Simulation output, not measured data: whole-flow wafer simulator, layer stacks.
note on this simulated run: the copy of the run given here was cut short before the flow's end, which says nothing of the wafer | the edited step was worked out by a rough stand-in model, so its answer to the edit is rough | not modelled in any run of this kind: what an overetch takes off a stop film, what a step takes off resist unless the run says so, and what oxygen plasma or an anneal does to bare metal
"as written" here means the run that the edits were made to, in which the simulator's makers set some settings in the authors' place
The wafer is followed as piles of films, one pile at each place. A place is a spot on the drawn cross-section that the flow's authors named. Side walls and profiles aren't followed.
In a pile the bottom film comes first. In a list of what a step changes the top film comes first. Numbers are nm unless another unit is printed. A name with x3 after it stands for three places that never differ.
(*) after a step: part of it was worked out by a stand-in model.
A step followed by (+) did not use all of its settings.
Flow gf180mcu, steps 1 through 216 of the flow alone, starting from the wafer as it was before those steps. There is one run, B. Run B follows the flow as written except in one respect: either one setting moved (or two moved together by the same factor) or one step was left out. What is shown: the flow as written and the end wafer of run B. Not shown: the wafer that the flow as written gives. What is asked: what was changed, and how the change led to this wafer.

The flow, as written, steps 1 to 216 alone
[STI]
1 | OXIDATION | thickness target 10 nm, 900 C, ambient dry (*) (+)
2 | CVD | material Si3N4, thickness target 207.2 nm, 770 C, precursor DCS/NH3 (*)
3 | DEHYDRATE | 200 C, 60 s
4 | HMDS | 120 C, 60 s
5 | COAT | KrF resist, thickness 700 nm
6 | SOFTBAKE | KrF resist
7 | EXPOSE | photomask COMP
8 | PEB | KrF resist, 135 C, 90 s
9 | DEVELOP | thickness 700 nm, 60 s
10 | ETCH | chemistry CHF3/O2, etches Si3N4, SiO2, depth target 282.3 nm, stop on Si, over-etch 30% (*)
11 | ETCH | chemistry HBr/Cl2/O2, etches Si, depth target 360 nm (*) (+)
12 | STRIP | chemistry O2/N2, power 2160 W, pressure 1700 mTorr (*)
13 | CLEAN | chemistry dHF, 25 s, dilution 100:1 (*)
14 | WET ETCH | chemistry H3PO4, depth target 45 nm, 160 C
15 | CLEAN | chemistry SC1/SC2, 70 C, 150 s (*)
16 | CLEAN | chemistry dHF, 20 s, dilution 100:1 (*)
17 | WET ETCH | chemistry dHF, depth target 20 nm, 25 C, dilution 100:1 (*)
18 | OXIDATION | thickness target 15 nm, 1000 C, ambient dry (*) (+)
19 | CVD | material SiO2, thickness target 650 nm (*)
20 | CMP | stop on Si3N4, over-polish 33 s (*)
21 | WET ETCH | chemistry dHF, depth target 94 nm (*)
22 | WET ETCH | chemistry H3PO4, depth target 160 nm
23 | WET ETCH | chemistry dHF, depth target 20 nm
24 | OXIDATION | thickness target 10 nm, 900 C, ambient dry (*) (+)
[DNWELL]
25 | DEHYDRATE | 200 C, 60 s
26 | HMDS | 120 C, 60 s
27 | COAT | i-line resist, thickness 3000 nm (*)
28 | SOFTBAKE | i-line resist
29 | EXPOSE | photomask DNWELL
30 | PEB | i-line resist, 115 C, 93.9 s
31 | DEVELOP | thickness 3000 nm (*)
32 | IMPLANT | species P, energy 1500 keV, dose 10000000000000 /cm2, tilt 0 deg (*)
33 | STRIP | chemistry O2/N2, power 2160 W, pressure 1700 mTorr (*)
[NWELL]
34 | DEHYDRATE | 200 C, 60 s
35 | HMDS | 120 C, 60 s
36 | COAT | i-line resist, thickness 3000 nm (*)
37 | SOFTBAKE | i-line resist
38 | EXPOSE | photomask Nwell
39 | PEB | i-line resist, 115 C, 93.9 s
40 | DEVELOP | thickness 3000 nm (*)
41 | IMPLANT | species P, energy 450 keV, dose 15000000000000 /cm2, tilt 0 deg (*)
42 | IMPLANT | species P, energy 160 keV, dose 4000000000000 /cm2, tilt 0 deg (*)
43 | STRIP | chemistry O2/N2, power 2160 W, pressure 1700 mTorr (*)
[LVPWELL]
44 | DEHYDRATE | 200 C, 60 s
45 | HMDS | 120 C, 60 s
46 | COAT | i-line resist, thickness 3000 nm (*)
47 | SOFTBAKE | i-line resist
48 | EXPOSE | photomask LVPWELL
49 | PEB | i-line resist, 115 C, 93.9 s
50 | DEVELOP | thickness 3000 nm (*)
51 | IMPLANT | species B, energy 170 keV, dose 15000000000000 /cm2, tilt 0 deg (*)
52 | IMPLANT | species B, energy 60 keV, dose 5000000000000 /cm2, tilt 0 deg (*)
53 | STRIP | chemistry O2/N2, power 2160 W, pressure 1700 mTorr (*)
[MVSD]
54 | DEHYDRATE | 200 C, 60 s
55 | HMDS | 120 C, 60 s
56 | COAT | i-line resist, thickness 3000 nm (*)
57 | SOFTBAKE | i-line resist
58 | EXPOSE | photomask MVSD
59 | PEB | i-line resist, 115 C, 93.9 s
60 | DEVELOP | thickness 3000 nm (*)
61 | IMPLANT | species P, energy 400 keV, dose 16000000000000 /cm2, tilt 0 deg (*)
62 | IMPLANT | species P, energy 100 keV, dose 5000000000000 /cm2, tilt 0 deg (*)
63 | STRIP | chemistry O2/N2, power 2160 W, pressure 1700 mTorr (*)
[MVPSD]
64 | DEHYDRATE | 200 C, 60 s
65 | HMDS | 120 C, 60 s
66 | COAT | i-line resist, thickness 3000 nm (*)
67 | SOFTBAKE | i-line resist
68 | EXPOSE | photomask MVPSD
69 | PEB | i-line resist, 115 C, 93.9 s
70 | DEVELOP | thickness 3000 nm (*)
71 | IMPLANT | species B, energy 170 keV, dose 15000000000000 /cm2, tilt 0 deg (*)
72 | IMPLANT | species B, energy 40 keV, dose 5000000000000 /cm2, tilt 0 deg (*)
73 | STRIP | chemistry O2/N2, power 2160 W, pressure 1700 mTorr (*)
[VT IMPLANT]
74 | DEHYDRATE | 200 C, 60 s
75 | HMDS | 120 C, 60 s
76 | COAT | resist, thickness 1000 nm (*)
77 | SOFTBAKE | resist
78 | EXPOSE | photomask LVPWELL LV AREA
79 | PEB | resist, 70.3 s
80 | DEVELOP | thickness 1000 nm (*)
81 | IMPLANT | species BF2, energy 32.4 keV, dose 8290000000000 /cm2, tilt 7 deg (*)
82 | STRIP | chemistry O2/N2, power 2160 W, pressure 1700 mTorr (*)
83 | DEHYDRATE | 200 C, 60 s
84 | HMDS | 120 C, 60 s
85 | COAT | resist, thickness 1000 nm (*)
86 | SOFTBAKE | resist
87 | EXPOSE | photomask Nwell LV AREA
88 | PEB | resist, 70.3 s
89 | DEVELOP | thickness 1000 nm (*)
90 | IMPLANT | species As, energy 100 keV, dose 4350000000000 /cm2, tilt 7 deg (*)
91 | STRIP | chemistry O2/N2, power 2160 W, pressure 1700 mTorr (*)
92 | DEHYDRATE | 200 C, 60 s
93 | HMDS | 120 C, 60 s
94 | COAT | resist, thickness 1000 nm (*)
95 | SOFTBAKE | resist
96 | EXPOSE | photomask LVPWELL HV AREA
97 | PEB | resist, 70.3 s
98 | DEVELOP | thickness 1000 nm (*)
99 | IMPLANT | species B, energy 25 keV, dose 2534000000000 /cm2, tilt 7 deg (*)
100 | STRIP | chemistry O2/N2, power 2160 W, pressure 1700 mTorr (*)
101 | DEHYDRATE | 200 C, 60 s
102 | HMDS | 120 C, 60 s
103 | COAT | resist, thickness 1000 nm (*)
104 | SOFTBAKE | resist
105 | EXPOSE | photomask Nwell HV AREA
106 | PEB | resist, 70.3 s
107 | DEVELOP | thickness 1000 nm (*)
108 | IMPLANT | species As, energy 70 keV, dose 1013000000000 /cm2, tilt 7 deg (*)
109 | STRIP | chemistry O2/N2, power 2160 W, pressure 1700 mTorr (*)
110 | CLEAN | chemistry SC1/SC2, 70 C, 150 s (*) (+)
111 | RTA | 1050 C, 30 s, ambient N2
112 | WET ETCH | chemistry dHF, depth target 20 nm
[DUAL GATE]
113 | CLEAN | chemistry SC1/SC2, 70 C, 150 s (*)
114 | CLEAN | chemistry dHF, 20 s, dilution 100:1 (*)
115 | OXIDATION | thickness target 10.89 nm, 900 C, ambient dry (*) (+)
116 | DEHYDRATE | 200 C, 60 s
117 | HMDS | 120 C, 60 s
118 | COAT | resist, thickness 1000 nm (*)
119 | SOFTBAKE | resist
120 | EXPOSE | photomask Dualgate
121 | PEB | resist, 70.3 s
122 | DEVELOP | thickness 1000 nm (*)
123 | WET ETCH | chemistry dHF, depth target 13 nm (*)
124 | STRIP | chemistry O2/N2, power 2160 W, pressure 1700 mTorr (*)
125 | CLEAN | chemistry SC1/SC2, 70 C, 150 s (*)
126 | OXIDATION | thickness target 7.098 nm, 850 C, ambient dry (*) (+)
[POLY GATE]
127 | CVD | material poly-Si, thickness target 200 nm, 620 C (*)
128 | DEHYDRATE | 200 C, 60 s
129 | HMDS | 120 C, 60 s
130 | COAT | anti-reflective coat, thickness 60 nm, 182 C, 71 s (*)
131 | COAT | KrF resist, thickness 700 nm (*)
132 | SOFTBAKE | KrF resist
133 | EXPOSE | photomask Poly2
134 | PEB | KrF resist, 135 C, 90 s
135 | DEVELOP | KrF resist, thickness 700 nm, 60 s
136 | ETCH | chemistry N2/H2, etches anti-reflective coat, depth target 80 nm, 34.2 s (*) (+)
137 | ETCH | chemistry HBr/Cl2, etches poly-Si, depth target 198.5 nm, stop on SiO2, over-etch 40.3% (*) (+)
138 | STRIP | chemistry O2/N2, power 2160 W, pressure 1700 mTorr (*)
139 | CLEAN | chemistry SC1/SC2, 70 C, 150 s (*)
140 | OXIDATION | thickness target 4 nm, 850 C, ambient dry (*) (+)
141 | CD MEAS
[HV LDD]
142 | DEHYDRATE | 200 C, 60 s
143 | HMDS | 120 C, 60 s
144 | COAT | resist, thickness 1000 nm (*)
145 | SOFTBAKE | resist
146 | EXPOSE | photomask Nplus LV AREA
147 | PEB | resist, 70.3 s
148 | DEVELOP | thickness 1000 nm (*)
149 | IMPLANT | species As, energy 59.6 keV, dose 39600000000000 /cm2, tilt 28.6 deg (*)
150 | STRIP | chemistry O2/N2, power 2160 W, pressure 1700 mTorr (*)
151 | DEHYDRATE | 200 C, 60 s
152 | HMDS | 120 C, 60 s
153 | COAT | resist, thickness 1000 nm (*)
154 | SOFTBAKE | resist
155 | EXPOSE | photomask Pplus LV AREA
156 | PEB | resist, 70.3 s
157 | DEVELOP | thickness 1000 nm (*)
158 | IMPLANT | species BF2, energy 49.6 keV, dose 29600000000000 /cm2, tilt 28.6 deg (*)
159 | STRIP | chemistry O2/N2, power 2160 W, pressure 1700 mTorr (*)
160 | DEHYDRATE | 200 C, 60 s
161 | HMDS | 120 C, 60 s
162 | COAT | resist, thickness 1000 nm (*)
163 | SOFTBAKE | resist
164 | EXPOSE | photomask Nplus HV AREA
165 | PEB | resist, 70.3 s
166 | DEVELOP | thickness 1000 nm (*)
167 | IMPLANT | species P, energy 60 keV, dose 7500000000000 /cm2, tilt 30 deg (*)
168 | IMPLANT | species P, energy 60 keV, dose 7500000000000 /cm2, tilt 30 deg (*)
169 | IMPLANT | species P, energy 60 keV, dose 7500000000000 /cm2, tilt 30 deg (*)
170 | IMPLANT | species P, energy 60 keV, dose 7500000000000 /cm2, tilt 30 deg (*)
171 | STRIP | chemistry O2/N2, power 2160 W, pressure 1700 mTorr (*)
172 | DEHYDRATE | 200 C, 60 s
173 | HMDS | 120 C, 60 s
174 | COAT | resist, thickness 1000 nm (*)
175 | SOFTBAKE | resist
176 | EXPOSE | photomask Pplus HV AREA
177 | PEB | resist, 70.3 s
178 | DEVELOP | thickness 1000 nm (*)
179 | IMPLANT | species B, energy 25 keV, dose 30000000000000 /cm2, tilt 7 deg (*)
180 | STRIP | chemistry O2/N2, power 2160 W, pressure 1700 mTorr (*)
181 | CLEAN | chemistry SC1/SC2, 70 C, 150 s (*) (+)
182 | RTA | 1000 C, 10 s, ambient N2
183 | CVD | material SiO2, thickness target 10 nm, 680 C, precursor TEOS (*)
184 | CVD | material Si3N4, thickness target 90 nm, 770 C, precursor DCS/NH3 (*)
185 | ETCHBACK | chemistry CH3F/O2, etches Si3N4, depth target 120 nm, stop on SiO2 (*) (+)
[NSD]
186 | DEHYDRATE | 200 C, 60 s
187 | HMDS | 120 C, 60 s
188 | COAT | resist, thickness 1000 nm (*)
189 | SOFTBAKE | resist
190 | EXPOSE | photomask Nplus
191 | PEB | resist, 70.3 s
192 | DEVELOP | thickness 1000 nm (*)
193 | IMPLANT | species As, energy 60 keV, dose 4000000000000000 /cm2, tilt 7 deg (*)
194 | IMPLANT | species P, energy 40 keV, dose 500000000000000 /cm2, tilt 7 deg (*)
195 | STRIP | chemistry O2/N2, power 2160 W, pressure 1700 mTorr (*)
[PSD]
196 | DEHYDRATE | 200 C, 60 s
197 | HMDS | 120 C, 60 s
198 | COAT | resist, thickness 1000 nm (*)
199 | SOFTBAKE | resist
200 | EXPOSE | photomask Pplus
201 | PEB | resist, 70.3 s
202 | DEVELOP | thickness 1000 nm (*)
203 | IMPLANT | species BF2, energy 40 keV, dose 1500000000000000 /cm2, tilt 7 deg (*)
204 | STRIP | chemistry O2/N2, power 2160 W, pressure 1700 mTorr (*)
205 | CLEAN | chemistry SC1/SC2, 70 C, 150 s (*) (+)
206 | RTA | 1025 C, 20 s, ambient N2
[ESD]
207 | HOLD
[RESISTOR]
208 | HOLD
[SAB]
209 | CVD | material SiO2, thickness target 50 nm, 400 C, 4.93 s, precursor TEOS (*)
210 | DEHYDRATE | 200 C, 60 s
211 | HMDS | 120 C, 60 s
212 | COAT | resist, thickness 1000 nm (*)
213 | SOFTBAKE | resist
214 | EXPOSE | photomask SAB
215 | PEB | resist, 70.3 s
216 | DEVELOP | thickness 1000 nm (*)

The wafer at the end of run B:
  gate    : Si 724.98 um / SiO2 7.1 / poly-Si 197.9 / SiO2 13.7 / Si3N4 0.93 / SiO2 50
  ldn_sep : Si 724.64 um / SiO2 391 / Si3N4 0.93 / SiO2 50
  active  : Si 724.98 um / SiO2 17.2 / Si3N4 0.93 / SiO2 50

Cause: step 184, CVD: thickness target 121 nm was run, whereas the flow has thickness target 90 nm.

Step by step, how the change led to this:
  184 | CVD | material Si3N4, thickness target 90 nm, 770 C, precursor DCS/NH3 (*)
      field, field__w1, field__w2 and 101 more: Si3N4 gains 121 (new film) (it would be, as written: Si3N4 gains 90 (new film))
  185 | ETCHBACK | chemistry CH3F/O2, etches Si3N4, depth target 120 nm, stop on SiO2 (*) (+)
      field, field__w1, field__w2 and 100 more: Si3N4 loses 120 (it would be, as written: Si3N4 loses 90 (all of it), SiO2 loses 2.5)
  188 | COAT | resist, thickness 1000 nm (*)
      spacer: resist gains 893 (new film) (it would be, as written: resist gains 920.2 (new film))
  189 | SOFTBAKE | resist
      field__w9: resist loses 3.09 (it would be, as written: resist gains 6.92)
      field__w6: resist gains 8.04 (it would be, as written: resist gains 7.53)
      (as well as at 12 more places)
  192 | DEVELOP | thickness 1000 nm (*)
      spacer: resist loses 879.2 (all of it) (it would be, as written: resist loses 905.9 (all of it))
  198 | COAT | resist, thickness 1000 nm (*)
      spacer: resist gains 893 (new film) (it would be, as written: resist gains 920.2 (new film))
  199 | SOFTBAKE | resist
      field__w9: resist loses 3.09 (it would be, as written: resist gains 6.92)
      field__w6: resist gains 8.04 (it would be, as written: resist gains 7.53)
      (as well as at 12 more places)
  204 | STRIP | chemistry O2/N2, power 2160 W, pressure 1700 mTorr (*)
      spacer: resist loses 879.2 (all of it) (it would be, as written: resist loses 905.9 (all of it))
  205 | CLEAN | chemistry SC1/SC2, 70 C, 150 s (*) (+)
      field, field__w1, field__w2 and 105 more: Si3N4 loses 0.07 (it would be, as written: SiO2 loses 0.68)
  209 | CVD | material SiO2, thickness target 50 nm, 400 C, 4.93 s, precursor TEOS (*)
      field, field__w7, field__w8 and 73 more: SiO2 gains 50 (new film) (it would be, as written: SiO2 gains 50)
      field_sub__w1, field_sub__w3, field_sub__w4, field_sub__w5, ld_drift_n: SiO2 gains 48.8 (new film) (it would be, as written: SiO2 gains 48.9)
      (as well as at 27 more places)
  212 | COAT | resist, thickness 1000 nm (*)
      spacer: resist gains 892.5 (new film) (it would be, as written: resist gains 919.4 (new film))
  213 | SOFTBAKE | resist
      npoly_sal: resist gains 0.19 (it would be, as written: resist loses 0.55)
      field__w5: resist gains 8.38 (it would be, as written: resist gains 7.65)
      (as well as at 8 more places)
  216 | DEVELOP | thickness 1000 nm (*)
      spacer: resist loses 878.7 (all of it) (it would be, as written: resist loses 905.1 (all of it))
